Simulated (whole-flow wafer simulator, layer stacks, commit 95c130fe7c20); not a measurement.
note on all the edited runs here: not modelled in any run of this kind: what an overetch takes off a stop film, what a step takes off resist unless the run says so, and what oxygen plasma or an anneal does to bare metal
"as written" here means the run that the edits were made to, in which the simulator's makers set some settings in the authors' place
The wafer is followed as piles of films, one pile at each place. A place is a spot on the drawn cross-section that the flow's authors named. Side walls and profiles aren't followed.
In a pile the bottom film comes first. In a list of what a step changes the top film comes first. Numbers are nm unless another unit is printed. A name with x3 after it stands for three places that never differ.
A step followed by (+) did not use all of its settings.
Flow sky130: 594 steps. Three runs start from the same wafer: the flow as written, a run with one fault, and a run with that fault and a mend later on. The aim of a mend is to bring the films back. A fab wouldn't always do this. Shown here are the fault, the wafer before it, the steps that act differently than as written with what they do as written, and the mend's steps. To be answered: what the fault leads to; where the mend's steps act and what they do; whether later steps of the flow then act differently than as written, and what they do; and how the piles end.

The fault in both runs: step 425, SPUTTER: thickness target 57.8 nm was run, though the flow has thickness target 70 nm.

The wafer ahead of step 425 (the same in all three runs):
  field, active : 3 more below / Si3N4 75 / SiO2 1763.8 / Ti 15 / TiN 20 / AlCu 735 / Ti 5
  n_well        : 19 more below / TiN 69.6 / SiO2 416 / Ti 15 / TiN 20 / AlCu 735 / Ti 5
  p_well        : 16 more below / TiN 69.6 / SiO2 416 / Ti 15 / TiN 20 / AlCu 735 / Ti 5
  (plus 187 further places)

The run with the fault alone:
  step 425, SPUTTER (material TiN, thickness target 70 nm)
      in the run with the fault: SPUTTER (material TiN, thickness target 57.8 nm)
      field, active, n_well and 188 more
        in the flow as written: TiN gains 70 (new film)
        in the run with the fault: TiN gains 57.8 (new film)
  Steps further on in the flow that do not act as written (21 other steps are not shown; they differ only slightly, by no more than 2% or 0.5 nm, whichever is larger):
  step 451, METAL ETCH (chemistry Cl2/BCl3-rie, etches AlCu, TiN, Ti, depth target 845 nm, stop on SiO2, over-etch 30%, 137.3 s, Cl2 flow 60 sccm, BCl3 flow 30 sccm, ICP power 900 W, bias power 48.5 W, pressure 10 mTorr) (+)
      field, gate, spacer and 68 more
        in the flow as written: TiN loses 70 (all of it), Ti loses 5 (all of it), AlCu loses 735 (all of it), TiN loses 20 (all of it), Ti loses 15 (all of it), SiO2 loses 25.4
        in the run with the fault: TiN loses 57.8 (all of it), Ti loses 5 (all of it), AlCu loses 735 (all of it), TiN loses 20 (all of it), Ti loses 15 (all of it), SiO2 loses 26.6
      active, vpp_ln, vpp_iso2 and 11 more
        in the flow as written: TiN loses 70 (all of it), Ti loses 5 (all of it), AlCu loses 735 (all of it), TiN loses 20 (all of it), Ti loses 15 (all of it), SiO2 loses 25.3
        in the run with the fault: TiN loses 57.8 (all of it), Ti loses 5 (all of it), AlCu loses 735 (all of it), TiN loses 20 (all of it), Ti loses 15 (all of it), SiO2 loses 26.6
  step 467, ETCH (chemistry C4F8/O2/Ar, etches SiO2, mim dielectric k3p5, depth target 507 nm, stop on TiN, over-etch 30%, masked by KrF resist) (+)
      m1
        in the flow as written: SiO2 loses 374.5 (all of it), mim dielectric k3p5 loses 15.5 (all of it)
        in the run with the fault: SiO2 loses 386.7 (all of it), mim dielectric k3p5 loses 15.5 (all of it)
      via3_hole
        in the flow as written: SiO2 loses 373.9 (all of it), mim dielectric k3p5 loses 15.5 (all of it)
        in the run with the fault: SiO2 loses 386.1 (all of it), mim dielectric k3p5 loses 15.5 (all of it)
  The piles end different from the flow's at n_well, p_well, gate_hv and 104 more by more than 2% or 0.5 nm, whichever is larger.
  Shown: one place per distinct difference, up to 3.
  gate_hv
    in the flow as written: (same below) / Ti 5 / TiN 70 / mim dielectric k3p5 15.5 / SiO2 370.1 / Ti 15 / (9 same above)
    in the run with the fault: (same below) / Ti 5 / TiN 57.8 / mim dielectric k3p5 15.5 / SiO2 382.3 / Ti 15 / (9 same above)
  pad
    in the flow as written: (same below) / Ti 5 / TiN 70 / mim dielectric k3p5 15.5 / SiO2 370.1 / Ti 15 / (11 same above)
    in the run with the fault: (same below) / Ti 5 / TiN 57.8 / mim dielectric k3p5 15.5 / SiO2 382.3 / Ti 15 / (11 same above)
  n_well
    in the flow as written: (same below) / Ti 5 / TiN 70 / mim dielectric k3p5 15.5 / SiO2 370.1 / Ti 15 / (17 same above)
    in the run with the fault: (same below) / Ti 5 / TiN 57.8 / mim dielectric k3p5 15.5 / SiO2 382.3 / Ti 15 / (17 same above)

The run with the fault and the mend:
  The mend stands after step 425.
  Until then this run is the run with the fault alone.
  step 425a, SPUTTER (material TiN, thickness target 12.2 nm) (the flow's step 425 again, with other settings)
      field, active, n_well and 188 more
        TiN gains 12.2
  Later steps of the flow that are run all act as written at every place that is followed.
  At every place that both follow, the piles at the end match the flow's.
